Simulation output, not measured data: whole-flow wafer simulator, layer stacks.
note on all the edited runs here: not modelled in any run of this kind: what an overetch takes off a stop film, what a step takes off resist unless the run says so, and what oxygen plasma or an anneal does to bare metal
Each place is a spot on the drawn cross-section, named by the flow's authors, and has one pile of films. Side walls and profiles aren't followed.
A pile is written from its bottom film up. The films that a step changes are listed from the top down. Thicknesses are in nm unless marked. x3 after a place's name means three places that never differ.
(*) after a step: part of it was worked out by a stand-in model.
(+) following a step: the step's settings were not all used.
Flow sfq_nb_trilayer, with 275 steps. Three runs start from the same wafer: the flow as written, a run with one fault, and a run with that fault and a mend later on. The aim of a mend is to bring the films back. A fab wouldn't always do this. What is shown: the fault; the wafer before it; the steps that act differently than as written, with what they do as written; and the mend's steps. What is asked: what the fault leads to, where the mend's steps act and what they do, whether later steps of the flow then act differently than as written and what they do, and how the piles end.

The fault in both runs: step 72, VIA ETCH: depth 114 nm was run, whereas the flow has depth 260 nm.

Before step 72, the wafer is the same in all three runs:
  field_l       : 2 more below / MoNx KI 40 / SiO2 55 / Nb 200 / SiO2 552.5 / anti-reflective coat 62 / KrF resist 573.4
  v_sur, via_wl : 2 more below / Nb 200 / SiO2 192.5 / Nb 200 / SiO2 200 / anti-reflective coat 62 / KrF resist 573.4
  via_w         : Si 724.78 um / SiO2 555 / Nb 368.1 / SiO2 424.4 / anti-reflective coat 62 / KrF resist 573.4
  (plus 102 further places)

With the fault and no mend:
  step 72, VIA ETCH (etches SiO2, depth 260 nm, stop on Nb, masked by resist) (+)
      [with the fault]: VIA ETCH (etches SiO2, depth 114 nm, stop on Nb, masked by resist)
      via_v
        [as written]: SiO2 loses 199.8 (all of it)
        [with the fault]: SiO2 loses 114
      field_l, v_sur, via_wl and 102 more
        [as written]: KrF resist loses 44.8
        [with the fault]: KrF resist loses 19.7
  Steps later in the flow that act otherwise than as written (3 more steps, not shown, differ only slightly: by at most 2% or 0.5 nm, whichever is larger):
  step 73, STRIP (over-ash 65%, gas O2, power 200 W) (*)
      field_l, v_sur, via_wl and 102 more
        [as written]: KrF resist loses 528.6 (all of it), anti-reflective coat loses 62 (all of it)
        [with the fault]: KrF resist loses 553.8 (all of it), anti-reflective coat loses 62 (all of it)
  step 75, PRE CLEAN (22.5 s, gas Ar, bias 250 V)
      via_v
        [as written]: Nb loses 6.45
        [with the fault]: SiO2 loses 7.5
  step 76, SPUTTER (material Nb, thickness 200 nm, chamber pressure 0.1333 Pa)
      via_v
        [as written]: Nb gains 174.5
        [with the fault]: Nb gains 191.4 (new film)
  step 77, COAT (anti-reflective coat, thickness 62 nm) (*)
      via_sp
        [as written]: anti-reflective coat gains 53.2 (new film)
        [with the fault]: anti-reflective coat gains 51.3 (new film)
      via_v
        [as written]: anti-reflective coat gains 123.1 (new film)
        [with the fault]: anti-reflective coat gains 109.5 (new film)
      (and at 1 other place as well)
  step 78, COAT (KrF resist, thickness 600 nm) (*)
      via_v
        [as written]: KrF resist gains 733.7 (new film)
        [with the fault]: KrF resist gains 658.6 (new film)
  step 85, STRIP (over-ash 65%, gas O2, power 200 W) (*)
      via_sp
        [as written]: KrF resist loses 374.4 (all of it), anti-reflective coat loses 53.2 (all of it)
        [with the fault]: KrF resist loses 382.6 (all of it), anti-reflective coat loses 51.3 (all of it)
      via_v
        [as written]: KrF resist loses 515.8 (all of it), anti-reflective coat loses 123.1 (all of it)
        [with the fault]: KrF resist loses 440.8 (all of it), anti-reflective coat loses 109.5 (all of it)
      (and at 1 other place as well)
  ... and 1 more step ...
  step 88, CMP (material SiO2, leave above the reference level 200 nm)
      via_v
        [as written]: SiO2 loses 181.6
        [with the fault]: SiO2 loses 177.3
  The piles end different from the flow's at via_v by more than 2% or 0.5 nm, whichever is larger.
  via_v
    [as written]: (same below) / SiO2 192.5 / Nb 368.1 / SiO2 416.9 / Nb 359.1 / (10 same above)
    [with the fault]: (same below) / SiO2 192.5 / Nb 200 / SiO2 78.3 / Nb 191.4 / SiO2 315.2 / Nb 359.1 / (10 same above)

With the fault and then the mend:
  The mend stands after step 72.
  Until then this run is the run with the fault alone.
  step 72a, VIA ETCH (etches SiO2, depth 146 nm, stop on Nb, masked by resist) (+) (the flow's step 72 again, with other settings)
      field_l, v_sur, via_wl and 102 more
        KrF resist loses 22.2
      via_v
        SiO2 loses 85.8 (all of it)
  None of the later steps of the flow differs from how it acts as written, at any place that is followed, by more than 2% or 0.5 nm, whichever is larger.
  The piles end the same as the flow's at every place that both follow.
